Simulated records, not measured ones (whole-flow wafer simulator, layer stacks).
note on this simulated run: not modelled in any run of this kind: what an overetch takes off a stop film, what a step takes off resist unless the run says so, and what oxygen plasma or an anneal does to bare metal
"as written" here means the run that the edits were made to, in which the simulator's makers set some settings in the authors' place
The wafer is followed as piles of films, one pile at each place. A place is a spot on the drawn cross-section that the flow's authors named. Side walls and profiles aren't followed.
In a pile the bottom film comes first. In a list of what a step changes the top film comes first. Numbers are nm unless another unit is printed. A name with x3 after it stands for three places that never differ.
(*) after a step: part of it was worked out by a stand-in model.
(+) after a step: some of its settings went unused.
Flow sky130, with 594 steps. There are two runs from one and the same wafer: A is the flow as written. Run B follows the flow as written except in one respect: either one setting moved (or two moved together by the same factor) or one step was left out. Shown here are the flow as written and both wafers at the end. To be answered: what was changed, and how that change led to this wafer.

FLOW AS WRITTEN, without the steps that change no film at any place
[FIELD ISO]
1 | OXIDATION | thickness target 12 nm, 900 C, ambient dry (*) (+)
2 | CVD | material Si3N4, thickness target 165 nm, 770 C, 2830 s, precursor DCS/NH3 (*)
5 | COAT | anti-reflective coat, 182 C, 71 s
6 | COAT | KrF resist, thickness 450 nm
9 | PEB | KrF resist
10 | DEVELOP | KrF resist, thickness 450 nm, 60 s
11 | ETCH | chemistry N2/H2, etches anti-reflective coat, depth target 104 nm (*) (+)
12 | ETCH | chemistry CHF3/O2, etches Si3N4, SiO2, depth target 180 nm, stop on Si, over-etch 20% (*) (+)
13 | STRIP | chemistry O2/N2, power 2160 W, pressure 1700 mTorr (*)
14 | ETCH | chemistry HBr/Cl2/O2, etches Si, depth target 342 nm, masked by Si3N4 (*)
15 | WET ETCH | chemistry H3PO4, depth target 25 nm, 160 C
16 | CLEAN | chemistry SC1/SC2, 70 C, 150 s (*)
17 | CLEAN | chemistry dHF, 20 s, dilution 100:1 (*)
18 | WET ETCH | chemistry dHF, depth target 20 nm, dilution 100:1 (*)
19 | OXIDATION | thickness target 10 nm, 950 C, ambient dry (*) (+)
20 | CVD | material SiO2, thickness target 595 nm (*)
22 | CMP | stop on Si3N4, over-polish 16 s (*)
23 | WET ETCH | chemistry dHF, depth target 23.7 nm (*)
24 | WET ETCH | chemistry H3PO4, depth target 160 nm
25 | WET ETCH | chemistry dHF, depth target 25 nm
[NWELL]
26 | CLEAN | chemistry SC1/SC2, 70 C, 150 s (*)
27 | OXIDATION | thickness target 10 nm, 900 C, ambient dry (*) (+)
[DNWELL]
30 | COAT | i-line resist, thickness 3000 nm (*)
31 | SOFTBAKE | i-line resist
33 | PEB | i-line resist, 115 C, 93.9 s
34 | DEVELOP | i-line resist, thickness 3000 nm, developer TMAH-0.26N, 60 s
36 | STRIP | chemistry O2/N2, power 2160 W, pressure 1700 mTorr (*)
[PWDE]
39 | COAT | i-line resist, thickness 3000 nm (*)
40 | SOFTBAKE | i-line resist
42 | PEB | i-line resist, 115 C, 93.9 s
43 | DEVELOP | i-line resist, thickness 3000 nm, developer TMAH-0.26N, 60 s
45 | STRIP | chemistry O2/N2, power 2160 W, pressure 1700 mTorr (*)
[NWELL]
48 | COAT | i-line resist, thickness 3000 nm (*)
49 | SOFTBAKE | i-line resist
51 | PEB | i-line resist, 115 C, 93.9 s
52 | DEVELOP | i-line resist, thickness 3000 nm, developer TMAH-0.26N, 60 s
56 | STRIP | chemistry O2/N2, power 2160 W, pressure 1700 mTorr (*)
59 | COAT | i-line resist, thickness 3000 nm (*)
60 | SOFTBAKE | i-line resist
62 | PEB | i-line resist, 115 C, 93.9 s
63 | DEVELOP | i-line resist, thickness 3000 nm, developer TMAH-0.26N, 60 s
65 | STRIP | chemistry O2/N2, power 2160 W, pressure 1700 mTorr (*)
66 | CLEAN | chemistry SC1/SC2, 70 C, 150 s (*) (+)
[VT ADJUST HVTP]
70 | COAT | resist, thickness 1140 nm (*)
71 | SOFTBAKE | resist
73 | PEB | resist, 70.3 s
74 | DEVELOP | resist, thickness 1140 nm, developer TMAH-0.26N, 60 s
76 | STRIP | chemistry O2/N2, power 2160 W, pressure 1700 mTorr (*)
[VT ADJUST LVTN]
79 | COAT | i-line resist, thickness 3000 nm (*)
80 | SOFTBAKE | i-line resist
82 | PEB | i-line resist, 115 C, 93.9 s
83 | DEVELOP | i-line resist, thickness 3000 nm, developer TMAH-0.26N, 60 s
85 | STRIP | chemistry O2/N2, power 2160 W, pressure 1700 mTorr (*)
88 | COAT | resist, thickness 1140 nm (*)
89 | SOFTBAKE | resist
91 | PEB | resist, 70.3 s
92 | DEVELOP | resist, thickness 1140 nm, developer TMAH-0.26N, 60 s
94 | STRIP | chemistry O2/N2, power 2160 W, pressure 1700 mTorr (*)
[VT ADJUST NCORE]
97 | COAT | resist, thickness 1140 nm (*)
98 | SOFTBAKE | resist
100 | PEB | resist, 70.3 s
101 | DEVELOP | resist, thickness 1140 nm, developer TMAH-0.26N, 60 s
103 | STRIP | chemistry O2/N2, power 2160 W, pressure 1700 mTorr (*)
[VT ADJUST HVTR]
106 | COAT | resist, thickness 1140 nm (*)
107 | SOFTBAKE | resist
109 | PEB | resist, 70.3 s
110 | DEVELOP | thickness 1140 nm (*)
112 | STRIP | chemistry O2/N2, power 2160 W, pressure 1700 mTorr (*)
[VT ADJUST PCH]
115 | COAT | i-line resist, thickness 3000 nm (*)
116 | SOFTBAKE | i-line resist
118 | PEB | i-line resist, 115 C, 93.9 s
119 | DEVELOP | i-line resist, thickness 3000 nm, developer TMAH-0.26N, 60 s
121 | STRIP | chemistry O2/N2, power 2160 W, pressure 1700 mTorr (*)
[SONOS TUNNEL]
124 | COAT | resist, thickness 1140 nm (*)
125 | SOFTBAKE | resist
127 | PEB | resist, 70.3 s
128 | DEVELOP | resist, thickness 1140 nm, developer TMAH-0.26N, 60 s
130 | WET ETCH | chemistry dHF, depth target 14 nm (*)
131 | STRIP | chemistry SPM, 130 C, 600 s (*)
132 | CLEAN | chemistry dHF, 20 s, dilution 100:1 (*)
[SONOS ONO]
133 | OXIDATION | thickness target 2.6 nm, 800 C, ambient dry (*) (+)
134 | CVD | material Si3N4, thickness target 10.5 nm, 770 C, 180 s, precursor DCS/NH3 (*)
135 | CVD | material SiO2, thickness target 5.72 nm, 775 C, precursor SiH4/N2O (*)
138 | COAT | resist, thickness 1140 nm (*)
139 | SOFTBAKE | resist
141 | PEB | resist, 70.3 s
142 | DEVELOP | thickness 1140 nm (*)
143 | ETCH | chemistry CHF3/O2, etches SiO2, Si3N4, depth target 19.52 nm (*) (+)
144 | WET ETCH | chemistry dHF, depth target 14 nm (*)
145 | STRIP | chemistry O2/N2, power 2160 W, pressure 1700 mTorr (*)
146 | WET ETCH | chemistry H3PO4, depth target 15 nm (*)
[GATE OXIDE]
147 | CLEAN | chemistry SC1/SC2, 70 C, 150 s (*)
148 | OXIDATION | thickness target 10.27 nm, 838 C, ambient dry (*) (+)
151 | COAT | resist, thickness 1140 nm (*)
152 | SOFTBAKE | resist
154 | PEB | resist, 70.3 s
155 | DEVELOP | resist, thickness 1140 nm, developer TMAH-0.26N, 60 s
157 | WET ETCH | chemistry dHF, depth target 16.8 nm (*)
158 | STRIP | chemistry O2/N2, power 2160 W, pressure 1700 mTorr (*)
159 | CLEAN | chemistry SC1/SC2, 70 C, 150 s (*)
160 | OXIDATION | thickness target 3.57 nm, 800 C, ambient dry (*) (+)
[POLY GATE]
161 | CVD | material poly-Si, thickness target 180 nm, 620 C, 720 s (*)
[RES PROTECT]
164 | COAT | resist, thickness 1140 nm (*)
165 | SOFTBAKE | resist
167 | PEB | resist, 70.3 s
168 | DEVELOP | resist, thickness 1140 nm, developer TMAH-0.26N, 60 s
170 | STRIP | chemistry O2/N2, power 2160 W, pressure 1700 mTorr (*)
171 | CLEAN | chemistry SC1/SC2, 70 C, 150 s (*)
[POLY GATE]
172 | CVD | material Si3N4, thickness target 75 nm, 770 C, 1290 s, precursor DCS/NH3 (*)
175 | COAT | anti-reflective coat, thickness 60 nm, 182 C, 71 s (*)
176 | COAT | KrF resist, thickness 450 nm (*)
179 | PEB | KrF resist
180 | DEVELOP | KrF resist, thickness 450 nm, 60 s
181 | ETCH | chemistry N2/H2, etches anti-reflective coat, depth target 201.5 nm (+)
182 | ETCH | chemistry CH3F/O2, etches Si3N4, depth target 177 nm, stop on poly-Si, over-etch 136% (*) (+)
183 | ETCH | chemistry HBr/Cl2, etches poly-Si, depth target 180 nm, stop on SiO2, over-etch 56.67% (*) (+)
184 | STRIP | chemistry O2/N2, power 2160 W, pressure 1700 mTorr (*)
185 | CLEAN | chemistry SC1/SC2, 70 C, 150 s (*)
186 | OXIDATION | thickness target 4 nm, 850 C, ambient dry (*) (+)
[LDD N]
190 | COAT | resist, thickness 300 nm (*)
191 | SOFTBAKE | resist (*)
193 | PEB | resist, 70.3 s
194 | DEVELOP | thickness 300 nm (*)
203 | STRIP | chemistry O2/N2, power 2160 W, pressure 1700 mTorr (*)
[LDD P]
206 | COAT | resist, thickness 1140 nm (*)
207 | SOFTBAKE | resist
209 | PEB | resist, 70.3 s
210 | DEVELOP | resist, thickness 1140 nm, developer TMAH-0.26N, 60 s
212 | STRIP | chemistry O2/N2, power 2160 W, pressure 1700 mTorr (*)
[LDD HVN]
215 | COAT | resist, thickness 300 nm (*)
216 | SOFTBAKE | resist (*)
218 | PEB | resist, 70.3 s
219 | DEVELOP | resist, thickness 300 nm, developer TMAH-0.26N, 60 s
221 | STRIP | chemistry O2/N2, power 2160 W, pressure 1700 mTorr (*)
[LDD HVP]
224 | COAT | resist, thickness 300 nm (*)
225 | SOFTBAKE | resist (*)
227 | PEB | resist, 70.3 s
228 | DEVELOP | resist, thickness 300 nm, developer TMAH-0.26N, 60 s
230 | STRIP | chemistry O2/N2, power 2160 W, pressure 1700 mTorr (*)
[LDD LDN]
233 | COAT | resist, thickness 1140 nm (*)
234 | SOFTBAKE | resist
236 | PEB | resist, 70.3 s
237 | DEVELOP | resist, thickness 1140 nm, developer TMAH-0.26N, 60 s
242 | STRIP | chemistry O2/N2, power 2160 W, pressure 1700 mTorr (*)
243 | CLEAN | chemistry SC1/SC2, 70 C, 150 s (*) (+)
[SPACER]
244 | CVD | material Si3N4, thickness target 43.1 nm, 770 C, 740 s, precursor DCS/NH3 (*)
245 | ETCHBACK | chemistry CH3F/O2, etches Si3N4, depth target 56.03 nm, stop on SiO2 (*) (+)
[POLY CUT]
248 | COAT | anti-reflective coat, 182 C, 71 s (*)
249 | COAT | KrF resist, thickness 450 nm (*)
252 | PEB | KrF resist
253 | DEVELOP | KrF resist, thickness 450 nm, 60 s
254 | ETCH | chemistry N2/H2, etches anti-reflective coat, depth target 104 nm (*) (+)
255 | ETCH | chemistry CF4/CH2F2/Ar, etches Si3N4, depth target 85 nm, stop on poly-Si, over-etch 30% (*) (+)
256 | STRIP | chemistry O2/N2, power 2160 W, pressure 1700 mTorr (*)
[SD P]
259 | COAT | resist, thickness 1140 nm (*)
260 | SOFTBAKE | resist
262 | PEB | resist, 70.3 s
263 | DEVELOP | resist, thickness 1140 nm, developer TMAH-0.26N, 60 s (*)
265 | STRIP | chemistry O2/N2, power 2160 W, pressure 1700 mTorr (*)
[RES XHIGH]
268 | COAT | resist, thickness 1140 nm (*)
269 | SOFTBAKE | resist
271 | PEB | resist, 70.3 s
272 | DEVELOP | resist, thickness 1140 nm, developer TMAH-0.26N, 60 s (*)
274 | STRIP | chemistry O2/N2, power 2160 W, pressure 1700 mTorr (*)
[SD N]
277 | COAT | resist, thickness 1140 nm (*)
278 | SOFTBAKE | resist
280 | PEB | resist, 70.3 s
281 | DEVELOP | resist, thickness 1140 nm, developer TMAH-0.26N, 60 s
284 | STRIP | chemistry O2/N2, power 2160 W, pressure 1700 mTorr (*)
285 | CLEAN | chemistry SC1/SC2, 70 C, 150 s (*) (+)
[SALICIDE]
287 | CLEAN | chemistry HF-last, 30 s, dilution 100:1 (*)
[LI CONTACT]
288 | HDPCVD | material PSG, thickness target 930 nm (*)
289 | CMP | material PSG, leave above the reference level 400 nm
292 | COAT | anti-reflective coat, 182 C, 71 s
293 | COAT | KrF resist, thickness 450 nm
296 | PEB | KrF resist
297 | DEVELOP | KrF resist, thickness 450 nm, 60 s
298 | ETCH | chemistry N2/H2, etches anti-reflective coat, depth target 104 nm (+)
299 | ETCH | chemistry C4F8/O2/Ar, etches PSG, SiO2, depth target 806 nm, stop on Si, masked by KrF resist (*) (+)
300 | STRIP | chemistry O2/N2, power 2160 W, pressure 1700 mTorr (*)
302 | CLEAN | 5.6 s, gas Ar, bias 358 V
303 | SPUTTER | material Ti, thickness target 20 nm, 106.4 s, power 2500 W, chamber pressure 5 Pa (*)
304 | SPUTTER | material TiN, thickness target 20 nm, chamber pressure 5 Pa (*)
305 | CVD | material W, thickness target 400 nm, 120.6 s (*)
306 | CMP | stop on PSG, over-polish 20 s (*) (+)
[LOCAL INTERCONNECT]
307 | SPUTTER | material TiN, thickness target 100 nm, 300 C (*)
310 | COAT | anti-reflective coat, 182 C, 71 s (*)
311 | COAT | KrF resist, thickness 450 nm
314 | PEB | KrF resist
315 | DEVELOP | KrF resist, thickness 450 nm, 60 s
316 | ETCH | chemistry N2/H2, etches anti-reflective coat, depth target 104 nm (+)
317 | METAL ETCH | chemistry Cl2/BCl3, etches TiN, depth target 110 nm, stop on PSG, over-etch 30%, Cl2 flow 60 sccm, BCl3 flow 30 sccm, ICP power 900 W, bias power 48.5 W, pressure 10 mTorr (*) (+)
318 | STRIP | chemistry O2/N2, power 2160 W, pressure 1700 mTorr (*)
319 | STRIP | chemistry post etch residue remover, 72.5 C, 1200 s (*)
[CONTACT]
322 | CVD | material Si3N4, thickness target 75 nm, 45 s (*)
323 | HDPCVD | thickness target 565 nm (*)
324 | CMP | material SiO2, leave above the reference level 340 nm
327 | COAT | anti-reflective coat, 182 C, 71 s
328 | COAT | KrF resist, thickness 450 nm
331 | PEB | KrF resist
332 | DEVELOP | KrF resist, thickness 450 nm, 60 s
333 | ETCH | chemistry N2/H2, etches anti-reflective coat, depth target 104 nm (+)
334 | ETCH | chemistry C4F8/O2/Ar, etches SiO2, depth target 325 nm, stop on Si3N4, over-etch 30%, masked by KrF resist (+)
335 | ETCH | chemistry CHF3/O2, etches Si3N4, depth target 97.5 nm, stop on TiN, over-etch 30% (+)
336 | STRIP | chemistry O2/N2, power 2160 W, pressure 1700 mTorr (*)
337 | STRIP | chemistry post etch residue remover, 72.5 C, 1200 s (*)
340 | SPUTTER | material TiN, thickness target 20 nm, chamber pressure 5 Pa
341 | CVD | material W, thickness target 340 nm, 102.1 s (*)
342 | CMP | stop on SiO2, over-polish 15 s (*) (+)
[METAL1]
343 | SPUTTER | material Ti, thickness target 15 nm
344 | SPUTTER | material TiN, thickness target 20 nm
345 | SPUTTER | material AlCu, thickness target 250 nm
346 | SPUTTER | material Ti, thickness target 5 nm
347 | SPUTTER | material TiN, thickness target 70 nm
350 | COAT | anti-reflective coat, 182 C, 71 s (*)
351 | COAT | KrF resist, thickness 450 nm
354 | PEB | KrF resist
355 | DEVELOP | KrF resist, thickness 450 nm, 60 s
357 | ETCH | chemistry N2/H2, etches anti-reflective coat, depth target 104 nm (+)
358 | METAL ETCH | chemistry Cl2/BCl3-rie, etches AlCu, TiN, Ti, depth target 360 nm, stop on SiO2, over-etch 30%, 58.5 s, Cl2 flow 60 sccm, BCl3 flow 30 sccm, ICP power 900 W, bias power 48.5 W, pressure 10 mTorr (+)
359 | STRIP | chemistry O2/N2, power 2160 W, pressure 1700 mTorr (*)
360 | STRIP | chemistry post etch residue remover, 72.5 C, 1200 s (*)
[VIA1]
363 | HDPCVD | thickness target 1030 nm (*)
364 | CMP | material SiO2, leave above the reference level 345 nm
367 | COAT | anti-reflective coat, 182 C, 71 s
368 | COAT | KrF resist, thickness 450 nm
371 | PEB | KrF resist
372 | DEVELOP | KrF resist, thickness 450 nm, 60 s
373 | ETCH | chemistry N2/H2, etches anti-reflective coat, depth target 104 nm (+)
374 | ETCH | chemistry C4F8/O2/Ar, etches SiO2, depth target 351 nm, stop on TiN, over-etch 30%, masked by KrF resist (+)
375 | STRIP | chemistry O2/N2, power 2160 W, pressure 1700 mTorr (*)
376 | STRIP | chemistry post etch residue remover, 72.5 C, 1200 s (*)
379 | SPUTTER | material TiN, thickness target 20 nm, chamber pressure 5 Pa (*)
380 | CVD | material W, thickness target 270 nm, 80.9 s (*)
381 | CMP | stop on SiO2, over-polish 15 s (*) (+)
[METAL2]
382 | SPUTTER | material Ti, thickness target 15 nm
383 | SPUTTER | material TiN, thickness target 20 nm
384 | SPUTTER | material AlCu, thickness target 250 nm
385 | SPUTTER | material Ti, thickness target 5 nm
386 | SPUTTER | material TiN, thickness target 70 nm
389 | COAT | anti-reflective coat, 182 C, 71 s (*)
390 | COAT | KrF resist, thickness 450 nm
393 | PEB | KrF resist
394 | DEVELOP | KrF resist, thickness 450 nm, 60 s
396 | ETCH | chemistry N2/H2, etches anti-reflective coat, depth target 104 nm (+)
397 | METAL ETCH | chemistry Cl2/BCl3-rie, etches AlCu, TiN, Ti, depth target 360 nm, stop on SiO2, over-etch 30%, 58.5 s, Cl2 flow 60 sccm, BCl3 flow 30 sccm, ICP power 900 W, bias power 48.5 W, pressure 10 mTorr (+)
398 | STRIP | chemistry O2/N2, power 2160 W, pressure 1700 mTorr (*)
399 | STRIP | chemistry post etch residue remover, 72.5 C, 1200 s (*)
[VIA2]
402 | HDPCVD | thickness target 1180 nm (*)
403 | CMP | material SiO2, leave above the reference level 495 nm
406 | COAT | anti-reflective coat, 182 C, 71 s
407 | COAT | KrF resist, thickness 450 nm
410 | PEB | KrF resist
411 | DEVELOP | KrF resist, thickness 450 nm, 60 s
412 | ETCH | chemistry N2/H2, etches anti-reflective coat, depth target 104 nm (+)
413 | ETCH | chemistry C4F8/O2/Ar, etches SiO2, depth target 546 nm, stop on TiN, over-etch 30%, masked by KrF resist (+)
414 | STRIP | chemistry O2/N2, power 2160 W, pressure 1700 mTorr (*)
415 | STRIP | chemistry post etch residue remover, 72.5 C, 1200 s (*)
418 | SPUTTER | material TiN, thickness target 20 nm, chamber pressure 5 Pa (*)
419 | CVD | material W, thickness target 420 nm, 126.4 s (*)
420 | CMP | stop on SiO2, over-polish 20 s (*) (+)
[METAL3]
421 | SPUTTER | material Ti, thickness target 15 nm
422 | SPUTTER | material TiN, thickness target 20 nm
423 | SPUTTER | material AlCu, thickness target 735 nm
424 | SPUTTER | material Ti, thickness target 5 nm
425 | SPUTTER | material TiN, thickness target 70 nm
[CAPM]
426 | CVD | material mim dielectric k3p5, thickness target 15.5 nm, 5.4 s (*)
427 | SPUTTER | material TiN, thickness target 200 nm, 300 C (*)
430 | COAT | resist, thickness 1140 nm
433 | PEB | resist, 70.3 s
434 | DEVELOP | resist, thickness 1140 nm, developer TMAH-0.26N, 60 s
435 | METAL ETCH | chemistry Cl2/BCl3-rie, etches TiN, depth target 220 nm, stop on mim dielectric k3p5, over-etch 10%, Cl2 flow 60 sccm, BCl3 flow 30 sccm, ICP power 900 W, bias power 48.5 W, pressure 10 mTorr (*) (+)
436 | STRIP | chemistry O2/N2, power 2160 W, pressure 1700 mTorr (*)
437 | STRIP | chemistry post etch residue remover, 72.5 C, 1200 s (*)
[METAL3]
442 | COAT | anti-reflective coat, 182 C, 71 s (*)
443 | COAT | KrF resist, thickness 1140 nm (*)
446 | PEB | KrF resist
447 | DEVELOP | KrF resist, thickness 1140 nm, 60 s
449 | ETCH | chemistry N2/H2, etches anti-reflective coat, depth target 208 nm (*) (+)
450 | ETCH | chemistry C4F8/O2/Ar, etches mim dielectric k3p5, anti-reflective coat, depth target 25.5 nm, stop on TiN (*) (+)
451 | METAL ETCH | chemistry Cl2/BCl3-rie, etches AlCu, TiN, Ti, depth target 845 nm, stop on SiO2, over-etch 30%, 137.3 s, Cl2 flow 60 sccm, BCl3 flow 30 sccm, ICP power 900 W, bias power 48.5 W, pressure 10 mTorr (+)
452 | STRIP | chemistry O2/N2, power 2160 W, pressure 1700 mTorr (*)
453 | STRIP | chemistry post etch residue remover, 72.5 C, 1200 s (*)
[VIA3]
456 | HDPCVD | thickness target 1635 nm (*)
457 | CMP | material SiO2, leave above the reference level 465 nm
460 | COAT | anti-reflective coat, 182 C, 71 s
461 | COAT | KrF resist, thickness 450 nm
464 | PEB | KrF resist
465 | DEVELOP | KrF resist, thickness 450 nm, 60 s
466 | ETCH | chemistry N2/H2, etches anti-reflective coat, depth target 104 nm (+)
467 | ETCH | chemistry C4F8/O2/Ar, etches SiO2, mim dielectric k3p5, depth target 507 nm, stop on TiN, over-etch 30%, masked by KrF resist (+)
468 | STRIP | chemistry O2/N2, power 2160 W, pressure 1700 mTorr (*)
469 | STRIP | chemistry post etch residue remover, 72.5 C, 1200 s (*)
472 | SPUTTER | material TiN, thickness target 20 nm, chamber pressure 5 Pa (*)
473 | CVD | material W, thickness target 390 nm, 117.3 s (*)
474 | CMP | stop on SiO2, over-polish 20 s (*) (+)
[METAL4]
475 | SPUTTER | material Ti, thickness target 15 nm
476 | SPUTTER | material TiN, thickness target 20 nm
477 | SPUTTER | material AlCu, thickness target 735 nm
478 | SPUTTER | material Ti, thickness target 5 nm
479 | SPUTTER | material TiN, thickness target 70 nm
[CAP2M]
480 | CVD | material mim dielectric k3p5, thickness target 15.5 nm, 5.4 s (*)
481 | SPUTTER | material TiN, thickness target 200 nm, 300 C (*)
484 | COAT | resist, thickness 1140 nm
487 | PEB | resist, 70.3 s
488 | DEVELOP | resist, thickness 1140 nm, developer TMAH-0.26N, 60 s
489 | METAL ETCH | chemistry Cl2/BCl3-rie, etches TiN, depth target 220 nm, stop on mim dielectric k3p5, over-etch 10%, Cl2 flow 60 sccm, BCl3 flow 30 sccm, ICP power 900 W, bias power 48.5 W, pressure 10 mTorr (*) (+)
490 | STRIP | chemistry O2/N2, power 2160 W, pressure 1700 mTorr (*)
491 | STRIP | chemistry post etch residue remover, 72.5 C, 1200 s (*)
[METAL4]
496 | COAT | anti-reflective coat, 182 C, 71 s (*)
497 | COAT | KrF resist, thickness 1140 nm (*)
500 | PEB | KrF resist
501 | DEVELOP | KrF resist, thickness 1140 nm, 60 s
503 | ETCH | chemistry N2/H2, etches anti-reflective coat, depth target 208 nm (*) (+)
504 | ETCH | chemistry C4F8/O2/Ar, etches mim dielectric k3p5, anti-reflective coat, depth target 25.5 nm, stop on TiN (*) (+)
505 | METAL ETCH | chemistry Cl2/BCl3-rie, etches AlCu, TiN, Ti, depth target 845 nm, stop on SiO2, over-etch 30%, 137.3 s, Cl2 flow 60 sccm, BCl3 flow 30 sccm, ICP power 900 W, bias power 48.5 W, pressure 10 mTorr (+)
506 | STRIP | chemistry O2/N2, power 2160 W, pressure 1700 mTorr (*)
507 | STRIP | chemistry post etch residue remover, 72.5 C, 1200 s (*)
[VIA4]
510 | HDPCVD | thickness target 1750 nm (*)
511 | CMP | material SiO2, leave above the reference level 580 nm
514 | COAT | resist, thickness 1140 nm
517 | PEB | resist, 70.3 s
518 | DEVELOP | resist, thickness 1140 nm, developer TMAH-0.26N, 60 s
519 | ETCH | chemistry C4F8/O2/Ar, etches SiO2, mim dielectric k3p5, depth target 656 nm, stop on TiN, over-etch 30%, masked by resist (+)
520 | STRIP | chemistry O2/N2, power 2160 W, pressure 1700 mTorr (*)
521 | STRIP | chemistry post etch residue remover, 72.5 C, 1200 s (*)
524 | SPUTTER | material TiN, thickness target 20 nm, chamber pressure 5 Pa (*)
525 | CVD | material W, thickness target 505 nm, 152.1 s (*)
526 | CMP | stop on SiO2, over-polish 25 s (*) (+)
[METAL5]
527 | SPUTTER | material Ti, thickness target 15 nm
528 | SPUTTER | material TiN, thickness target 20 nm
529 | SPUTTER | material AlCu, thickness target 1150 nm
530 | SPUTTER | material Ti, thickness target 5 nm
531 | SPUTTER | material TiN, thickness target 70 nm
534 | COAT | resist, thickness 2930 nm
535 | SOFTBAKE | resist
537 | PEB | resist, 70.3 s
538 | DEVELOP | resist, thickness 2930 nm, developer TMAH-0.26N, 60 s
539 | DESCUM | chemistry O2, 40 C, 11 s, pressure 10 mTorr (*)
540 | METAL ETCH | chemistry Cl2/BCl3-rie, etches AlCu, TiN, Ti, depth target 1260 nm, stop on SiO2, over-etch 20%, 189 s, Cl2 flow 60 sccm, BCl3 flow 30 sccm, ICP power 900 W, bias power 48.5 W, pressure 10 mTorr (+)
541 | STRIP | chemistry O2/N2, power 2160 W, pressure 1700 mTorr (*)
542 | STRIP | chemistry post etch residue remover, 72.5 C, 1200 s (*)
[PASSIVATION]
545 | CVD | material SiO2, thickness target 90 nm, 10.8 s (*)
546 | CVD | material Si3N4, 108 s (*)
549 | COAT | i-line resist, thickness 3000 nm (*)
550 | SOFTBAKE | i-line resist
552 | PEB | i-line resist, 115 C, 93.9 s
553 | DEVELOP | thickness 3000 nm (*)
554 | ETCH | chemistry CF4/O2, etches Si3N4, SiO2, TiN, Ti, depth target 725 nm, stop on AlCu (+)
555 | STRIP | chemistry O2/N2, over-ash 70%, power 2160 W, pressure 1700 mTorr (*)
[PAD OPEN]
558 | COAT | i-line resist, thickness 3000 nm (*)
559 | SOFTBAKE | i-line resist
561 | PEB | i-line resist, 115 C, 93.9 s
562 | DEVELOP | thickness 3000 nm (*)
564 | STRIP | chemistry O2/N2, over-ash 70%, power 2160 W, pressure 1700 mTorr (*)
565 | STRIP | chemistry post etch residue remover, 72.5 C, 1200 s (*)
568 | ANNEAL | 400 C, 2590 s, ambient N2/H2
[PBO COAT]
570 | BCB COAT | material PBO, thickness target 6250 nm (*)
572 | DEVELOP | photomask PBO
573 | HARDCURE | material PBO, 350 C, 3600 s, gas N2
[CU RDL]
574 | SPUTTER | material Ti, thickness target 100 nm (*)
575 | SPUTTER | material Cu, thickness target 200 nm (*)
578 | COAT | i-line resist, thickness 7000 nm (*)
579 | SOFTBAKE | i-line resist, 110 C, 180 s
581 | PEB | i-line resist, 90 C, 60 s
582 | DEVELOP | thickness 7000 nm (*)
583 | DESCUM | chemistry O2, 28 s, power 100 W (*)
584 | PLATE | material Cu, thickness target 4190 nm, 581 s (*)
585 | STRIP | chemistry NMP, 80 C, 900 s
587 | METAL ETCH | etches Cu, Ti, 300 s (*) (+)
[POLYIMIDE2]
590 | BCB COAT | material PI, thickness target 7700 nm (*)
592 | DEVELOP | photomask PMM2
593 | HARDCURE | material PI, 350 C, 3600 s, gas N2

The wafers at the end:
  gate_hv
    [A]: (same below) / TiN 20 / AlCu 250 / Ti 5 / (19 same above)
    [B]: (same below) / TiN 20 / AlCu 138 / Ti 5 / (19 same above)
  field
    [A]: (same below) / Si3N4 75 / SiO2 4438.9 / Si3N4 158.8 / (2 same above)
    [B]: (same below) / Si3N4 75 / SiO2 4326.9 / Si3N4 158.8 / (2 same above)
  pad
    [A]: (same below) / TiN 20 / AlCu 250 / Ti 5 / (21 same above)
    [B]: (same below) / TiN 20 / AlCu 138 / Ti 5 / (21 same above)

Cause: step 384, SPUTTER: thickness target 138 nm was run, while the flow as written has thickness target 250 nm.
The wafer lets one read it off: gate_hv has AlCu 138, and step 384 as written asks for 250 nm.

The path from the change to this, step by step:
  384 | SPUTTER | material AlCu, thickness target 250 nm
      field, active, n_well and 188 more: A +250 AlCu (new film) | B +138 AlCu (new film)
  397 | METAL ETCH | chemistry Cl2/BCl3-rie, etches AlCu, TiN, Ti, depth target 360 nm, stop on SiO2, over-etch 30%, 58.5 s, Cl2 flow 60 sccm, BCl3 flow 30 sccm, ICP power 900 W, bias power 48.5 W, pressure 10 mTorr (+)
      field, active, gate and 82 more: A -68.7 TiN (all of it), -5 Ti (all of it), -250 AlCu (all of it), -20 TiN (all of it), -15 Ti (all of it), -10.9 SiO2 | B -68.7 TiN (all of it), -5 Ti (all of it), -138 AlCu (all of it), -20 TiN (all of it), -15 Ti (all of it), -22.1 SiO2
  403 | CMP | material SiO2, leave above the reference level 495 nm
      field, active, gate and 82 more: A -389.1 SiO2 | B -489.9 SiO2
